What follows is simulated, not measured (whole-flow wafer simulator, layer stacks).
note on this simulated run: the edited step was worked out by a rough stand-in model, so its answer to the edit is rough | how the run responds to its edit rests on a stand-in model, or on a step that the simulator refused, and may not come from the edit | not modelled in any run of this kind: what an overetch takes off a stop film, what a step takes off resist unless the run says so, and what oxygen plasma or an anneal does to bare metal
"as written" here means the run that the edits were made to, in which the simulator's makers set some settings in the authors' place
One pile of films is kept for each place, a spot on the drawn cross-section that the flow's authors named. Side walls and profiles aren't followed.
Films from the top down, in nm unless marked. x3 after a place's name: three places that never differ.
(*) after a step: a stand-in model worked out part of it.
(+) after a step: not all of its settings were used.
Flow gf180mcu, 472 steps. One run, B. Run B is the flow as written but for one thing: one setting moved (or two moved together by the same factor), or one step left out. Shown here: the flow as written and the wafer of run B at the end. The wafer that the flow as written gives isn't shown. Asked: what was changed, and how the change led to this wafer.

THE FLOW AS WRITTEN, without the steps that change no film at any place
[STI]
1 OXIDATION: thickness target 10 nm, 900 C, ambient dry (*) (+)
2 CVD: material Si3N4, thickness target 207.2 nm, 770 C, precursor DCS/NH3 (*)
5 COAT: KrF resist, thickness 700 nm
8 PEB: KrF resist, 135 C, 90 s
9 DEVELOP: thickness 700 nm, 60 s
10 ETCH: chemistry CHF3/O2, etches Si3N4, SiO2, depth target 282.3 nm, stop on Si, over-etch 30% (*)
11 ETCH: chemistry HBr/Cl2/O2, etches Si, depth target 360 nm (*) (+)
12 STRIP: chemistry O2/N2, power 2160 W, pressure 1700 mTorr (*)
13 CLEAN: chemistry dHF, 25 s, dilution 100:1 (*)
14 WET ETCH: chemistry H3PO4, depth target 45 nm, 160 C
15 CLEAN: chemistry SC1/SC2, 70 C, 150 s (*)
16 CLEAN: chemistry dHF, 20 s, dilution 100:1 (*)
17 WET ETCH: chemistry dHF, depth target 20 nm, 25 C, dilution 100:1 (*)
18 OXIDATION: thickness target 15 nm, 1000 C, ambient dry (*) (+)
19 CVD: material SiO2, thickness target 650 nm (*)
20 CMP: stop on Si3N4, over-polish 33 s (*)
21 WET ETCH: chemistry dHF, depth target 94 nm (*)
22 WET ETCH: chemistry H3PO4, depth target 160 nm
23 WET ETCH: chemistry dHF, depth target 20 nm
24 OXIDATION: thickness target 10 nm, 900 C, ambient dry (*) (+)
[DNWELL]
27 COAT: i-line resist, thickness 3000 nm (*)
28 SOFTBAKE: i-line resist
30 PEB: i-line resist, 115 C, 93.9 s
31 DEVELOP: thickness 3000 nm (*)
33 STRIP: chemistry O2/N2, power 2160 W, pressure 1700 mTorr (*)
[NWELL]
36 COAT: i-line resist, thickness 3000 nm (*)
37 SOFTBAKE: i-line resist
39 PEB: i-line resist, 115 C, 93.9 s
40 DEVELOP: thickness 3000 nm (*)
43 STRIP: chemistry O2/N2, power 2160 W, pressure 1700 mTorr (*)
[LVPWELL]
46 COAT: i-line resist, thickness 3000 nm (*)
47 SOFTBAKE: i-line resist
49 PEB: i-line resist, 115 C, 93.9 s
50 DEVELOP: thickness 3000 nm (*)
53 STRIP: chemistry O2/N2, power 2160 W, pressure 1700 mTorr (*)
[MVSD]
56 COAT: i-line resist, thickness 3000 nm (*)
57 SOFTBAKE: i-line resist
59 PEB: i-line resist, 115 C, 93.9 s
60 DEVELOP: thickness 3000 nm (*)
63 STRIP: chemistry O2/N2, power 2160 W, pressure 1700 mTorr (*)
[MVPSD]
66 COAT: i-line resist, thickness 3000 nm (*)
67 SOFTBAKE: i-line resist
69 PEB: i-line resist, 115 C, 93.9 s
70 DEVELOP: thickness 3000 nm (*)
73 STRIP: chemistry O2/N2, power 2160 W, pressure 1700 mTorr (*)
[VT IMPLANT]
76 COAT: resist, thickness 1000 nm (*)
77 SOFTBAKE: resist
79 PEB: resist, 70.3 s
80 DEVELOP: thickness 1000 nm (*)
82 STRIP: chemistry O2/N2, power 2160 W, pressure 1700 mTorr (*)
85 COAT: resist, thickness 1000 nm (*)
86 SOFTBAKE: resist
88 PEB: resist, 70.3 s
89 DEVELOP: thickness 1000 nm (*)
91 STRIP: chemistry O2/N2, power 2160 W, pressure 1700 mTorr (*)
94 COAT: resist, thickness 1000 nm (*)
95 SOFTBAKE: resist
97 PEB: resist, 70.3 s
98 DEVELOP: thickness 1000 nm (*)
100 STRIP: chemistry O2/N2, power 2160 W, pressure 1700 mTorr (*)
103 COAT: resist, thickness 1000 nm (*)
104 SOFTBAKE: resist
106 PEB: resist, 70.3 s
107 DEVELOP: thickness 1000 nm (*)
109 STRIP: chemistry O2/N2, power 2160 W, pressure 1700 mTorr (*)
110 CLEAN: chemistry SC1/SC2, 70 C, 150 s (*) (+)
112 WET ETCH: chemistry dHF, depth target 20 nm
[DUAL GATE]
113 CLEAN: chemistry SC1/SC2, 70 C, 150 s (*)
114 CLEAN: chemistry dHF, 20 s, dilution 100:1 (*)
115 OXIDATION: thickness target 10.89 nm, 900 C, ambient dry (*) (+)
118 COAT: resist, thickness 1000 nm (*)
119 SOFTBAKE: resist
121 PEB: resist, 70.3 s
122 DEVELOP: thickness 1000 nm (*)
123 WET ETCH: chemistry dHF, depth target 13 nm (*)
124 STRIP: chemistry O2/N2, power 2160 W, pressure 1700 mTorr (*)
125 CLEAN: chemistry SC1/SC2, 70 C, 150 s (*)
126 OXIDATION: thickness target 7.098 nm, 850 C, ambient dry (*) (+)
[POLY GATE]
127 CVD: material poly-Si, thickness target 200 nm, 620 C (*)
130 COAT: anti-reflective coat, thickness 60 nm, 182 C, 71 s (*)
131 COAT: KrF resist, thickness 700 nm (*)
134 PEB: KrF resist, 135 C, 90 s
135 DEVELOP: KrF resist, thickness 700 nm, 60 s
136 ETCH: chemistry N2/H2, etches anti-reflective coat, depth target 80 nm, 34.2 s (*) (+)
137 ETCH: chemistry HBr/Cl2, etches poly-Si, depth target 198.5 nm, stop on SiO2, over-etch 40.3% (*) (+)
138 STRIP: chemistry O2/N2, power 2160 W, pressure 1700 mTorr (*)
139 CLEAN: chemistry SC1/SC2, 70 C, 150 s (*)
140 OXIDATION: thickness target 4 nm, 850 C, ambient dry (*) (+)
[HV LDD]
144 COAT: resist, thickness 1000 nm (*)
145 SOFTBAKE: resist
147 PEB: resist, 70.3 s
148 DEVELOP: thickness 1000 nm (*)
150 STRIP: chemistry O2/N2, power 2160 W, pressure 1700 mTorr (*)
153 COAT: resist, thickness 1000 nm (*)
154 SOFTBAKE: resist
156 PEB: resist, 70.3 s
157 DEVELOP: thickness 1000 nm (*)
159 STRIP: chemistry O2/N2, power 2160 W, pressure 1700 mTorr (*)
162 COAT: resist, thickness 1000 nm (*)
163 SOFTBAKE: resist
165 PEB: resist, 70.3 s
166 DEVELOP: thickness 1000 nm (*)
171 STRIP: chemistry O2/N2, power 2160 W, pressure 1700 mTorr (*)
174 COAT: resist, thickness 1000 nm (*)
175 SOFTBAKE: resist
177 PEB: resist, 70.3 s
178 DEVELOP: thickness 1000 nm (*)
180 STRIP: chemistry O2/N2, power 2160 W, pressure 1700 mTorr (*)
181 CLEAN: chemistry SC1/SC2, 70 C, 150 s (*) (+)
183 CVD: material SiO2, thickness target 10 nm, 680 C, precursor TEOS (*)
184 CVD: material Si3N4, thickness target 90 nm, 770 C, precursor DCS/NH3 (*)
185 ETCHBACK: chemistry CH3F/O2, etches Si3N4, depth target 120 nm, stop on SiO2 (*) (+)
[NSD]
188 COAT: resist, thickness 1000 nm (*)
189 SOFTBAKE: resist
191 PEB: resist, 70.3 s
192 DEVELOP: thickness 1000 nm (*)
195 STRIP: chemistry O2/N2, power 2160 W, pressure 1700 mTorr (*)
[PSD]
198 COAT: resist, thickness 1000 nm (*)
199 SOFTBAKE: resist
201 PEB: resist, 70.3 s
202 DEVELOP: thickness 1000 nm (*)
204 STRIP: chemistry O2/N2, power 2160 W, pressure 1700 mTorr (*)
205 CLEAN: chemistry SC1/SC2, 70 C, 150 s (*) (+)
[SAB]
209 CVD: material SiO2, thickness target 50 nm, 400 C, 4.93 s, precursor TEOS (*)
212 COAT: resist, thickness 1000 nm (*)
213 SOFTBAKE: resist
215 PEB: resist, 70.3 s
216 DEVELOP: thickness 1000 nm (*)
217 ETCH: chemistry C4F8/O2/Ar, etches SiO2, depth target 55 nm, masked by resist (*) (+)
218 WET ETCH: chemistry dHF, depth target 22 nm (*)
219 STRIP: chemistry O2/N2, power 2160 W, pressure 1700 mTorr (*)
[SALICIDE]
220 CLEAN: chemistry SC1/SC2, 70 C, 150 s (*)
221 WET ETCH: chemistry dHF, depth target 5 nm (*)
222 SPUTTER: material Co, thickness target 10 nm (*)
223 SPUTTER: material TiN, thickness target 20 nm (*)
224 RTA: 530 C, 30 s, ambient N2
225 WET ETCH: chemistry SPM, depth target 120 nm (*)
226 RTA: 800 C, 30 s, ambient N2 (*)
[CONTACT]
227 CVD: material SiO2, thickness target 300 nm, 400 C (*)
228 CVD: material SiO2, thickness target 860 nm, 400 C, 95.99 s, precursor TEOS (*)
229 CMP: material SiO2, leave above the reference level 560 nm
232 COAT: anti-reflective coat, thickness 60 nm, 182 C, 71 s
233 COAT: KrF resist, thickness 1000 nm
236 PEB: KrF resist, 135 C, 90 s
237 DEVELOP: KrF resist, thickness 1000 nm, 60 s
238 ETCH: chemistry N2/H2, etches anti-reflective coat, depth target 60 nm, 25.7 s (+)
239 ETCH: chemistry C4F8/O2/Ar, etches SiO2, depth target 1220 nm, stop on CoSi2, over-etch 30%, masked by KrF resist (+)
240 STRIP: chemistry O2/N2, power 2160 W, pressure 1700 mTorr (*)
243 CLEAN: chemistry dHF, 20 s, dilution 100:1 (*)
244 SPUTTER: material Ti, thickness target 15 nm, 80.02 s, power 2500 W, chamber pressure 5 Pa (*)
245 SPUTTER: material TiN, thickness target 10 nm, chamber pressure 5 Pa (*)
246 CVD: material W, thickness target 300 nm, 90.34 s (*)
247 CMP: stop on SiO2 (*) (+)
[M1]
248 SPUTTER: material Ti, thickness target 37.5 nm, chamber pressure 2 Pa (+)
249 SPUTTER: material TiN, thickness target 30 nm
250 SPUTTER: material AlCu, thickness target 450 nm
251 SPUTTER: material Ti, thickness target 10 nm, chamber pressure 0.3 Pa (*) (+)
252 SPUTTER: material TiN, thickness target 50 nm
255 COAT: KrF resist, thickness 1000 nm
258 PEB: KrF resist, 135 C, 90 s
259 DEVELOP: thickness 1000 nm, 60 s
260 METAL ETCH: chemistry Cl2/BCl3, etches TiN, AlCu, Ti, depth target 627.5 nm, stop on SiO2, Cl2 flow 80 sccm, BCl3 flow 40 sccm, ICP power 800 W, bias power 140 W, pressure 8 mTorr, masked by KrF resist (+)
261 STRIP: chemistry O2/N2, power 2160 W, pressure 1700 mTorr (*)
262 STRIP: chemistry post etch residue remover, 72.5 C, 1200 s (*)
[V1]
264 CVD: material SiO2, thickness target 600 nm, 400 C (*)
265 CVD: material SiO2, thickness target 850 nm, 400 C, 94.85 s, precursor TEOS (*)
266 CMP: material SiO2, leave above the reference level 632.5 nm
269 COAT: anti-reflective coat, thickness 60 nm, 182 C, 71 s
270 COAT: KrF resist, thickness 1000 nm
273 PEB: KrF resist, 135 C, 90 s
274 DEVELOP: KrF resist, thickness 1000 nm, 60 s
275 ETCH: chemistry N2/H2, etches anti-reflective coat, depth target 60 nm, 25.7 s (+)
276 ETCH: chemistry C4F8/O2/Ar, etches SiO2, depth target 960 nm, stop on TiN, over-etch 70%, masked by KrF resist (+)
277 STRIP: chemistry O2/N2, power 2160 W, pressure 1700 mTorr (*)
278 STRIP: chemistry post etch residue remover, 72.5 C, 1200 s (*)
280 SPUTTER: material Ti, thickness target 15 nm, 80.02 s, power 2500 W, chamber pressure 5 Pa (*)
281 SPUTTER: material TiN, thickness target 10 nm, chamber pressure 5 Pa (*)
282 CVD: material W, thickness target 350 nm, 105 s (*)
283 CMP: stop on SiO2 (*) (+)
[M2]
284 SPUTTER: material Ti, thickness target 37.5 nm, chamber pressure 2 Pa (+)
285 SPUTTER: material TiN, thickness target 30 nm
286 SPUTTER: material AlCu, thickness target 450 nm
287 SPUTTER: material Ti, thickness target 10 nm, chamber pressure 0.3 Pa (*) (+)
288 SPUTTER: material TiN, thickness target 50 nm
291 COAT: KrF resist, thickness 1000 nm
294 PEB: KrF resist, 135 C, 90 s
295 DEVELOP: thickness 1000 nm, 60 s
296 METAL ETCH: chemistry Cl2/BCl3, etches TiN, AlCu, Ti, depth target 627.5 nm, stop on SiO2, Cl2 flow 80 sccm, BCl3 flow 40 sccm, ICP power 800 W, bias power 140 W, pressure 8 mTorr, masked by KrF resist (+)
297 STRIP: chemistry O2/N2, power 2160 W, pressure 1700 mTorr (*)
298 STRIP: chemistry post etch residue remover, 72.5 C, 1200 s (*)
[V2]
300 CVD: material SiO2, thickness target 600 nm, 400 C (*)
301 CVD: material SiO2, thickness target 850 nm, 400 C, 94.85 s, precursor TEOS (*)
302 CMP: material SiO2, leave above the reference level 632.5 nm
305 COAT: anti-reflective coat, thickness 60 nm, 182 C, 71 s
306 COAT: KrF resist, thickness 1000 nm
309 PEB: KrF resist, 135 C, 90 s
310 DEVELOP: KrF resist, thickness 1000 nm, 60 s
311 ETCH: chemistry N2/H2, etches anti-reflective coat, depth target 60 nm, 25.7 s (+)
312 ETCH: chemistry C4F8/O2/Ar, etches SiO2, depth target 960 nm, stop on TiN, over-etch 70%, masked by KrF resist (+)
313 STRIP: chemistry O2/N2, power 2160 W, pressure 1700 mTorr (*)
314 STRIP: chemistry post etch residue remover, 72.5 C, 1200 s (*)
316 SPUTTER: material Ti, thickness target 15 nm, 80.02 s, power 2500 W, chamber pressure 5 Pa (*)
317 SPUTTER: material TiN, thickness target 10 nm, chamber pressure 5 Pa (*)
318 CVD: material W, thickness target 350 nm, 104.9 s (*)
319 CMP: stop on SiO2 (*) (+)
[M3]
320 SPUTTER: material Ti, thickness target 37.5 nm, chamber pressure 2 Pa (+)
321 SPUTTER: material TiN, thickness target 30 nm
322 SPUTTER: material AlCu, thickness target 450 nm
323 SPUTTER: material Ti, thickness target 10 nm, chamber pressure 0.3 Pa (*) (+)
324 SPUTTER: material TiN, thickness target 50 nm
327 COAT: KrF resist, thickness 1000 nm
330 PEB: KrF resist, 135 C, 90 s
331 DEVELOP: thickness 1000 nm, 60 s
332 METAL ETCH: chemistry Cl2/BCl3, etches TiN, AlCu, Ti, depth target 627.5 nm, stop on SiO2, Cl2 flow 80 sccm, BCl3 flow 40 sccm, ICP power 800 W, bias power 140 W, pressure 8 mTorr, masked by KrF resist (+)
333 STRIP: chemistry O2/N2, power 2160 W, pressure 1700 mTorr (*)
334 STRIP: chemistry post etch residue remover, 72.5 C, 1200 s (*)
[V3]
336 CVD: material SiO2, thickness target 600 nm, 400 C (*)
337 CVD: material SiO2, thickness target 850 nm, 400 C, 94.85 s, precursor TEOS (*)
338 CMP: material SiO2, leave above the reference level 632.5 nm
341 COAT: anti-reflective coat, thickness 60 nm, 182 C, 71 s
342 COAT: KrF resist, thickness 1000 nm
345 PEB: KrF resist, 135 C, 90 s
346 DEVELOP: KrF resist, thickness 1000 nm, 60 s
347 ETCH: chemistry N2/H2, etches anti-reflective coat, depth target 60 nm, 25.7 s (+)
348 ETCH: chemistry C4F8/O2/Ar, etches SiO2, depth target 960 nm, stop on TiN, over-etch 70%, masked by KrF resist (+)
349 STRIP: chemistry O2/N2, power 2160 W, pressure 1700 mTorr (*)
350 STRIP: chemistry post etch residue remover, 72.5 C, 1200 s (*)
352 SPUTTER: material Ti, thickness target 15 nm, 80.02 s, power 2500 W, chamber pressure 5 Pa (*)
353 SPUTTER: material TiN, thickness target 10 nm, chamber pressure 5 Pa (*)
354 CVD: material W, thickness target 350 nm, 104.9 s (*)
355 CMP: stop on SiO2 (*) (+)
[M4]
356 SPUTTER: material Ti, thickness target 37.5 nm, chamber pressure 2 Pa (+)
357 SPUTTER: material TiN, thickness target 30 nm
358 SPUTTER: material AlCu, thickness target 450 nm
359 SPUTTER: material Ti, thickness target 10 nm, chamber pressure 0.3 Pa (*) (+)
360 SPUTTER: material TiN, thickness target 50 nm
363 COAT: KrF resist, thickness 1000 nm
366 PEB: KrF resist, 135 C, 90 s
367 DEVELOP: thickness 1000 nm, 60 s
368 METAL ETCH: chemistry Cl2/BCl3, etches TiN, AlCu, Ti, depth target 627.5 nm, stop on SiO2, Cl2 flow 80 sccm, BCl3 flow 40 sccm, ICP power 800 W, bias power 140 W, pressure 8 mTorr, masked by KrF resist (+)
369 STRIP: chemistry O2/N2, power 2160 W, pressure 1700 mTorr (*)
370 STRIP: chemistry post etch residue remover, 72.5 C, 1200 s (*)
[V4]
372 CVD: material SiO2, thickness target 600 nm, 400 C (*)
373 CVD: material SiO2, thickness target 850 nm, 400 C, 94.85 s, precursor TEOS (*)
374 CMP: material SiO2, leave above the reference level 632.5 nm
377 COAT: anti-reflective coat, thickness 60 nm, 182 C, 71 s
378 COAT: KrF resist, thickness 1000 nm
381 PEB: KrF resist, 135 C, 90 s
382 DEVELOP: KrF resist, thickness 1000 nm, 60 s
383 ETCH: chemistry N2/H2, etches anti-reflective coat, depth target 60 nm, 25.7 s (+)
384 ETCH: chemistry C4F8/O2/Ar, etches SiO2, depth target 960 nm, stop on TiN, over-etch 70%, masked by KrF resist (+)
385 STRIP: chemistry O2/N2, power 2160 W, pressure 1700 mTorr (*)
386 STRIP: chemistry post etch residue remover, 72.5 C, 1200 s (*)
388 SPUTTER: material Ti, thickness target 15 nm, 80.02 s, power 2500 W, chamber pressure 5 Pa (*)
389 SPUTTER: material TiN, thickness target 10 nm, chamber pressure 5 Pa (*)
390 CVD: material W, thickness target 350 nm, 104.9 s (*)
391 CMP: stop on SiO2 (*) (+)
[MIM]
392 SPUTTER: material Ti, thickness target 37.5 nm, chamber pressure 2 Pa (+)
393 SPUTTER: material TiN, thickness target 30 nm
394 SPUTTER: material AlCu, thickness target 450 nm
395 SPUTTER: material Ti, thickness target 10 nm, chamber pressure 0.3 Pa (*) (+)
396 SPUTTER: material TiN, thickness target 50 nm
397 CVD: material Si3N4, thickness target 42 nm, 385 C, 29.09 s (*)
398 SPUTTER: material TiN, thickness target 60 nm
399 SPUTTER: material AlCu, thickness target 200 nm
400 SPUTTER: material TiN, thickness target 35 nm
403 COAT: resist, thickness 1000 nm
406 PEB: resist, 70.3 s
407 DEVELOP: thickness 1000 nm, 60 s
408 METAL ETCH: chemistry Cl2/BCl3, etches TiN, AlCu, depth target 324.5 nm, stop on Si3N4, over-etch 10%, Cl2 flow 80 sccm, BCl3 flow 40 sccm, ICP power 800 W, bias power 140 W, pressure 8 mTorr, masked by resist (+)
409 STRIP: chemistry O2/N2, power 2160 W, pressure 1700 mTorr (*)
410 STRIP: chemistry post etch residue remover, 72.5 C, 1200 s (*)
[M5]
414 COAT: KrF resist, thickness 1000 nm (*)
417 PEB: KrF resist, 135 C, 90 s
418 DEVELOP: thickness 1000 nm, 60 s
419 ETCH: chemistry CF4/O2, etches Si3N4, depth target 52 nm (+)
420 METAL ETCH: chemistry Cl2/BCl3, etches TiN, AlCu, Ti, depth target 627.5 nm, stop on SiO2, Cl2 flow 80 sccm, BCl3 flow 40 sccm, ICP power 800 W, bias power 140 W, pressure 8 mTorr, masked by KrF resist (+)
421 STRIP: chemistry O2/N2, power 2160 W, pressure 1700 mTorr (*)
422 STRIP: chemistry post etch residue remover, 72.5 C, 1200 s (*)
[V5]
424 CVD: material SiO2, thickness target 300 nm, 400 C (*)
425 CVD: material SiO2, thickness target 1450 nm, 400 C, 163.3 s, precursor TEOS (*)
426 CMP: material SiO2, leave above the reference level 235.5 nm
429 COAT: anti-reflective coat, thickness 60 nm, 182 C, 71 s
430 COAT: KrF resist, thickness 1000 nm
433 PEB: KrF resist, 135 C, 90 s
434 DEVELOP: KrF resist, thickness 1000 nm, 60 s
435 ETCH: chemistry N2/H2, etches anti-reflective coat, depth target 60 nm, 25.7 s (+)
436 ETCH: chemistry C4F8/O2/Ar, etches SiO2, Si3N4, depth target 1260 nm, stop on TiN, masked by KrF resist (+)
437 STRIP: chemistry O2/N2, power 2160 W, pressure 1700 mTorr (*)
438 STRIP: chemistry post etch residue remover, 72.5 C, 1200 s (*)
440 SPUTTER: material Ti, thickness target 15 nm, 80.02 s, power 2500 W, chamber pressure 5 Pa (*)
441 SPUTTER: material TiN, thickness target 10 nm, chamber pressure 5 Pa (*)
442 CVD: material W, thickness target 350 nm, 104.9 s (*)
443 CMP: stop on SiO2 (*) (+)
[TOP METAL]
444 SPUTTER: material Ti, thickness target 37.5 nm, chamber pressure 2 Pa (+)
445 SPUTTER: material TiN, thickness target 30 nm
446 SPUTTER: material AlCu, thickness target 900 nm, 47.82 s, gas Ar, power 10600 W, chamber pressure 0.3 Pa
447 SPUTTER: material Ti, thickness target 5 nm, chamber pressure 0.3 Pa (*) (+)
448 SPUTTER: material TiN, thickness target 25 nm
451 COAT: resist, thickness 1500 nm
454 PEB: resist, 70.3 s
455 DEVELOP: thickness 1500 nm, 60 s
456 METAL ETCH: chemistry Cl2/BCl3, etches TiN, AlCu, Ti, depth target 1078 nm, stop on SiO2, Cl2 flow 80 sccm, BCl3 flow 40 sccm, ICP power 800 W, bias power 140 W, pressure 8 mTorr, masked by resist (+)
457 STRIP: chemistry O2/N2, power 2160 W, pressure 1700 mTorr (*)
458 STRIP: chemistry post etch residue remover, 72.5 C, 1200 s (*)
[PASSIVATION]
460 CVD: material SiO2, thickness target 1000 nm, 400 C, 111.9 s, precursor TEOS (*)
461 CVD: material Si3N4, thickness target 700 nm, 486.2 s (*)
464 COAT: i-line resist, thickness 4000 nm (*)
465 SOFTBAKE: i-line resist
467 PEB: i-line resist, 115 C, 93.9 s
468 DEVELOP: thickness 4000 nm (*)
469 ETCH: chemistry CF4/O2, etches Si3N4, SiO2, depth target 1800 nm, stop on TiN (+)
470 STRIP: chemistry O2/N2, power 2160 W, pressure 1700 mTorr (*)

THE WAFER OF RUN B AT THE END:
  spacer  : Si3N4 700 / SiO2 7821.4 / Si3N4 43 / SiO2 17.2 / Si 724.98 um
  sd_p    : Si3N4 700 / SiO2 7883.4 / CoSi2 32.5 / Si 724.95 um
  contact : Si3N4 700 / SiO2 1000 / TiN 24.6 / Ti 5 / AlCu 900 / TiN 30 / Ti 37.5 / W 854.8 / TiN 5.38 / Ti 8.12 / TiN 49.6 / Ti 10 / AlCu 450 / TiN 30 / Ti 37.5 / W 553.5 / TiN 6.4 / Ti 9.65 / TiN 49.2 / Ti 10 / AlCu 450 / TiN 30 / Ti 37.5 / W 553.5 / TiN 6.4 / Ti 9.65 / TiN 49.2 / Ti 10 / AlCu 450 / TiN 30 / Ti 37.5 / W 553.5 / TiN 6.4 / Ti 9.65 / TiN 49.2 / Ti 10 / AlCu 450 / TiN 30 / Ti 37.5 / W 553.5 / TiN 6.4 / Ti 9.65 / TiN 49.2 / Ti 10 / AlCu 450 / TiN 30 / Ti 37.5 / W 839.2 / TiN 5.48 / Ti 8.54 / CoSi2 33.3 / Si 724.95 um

The cause: step 184, CVD: thickness target 47.2 nm was run, where the flow has thickness target 90 nm.

How the change led to this, step by step:
  184 CVD: material Si3N4, thickness target 90 nm, 770 C, precursor DCS/NH3 (*)
      field, field__w1, field__w2 and 101 more: Si3N4 +47.2 (new film) (as written it would be: Si3N4 +90 (new film))
  185 ETCHBACK: chemistry CH3F/O2, etches Si3N4, depth target 120 nm, stop on SiO2 (*) (+)
      field, field__w1, field__w2 and 100 more: Si3N4 -47.2 (all of it), SiO2 -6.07 (as written it would be: Si3N4 -90 (all of it), SiO2 -2.5)
  188 COAT: resist, thickness 1000 nm (*)
      spacer: resist +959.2 (new film) (as written it would be: resist +920.2 (new film))
  189 SOFTBAKE: resist
      ld_drn_p: nothing (as written it would be: resist -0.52)
      field__w1: resist +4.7 (as written it would be: resist +5.23)
      (and at 23 more places)
  191 PEB: resist, 70.3 s
      spacer: resist -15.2 (as written it would be: resist -14.3)
  192 DEVELOP: thickness 1000 nm (*)
      spacer: resist -943.9 (all of it) (as written it would be: resist -905.9 (all of it))
  198 COAT: resist, thickness 1000 nm (*)
      spacer: resist +959.2 (new film) (as written it would be: resist +920.2 (new film))
  199 SOFTBAKE: resist
      ld_drn_p: nothing (as written it would be: resist -0.52)
      field__w1: resist +4.7 (as written it would be: resist +5.23)
      (and at 23 more places)
  201 PEB: resist, 70.3 s
      spacer: resist -15.2 (as written it would be: resist -14.3)
  204 STRIP: chemistry O2/N2, power 2160 W, pressure 1700 mTorr (*)
      spacer: resist -943.9 (all of it) (as written it would be: resist -905.9 (all of it))
  212 COAT: resist, thickness 1000 nm (*)
      spacer: resist +958.3 (new film) (as written it would be: resist +919.4 (new film))
  213 SOFTBAKE: resist
      field__w9: resist +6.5 (as written it would be: resist -3.11)
      field__w5: resist +6.75 (as written it would be: resist +7.65)
      (and at 18 more places)
  215 PEB: resist, 70.3 s
      spacer: resist -15.2 (as written it would be: resist -14.3)
  216 DEVELOP: thickness 1000 nm (*)
      spacer: resist -943.1 (all of it) (as written it would be: resist -905.1 (all of it))
  218 WET ETCH: chemistry dHF, depth target 22 nm (*)
      gate, gate_hv, gate_p and 23 more: SiO2 -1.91 (all of it) (as written it would be: SiO2 -5.48 (all of it))
      active, p_well, sd_n, iso_ptap_pw, iso_ntap_nw, iso_ptap_sub, vpnp_e: SiO2 -5.44 (all of it) (as written it would be: SiO2 -9.01 (all of it))
      (and at 16 more places)
  222 SPUTTER: material Co, thickness target 10 nm (*)
      field__w2: Co +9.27 (new film) (as written it would be: Co +8.65 (new film))
      field__w3: Co +8.89 (new film) (as written it would be: Co +8.06 (new film))
      (and at 4 more places)
  ... 4 more steps ...
  229 CMP: material SiO2, leave above the reference level 560 nm
      spacer: SiO2 -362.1 (as written it would be: SiO2 -404.9)
      mim: SiO2 -216.9 (as written it would be: SiO2 -221.5)
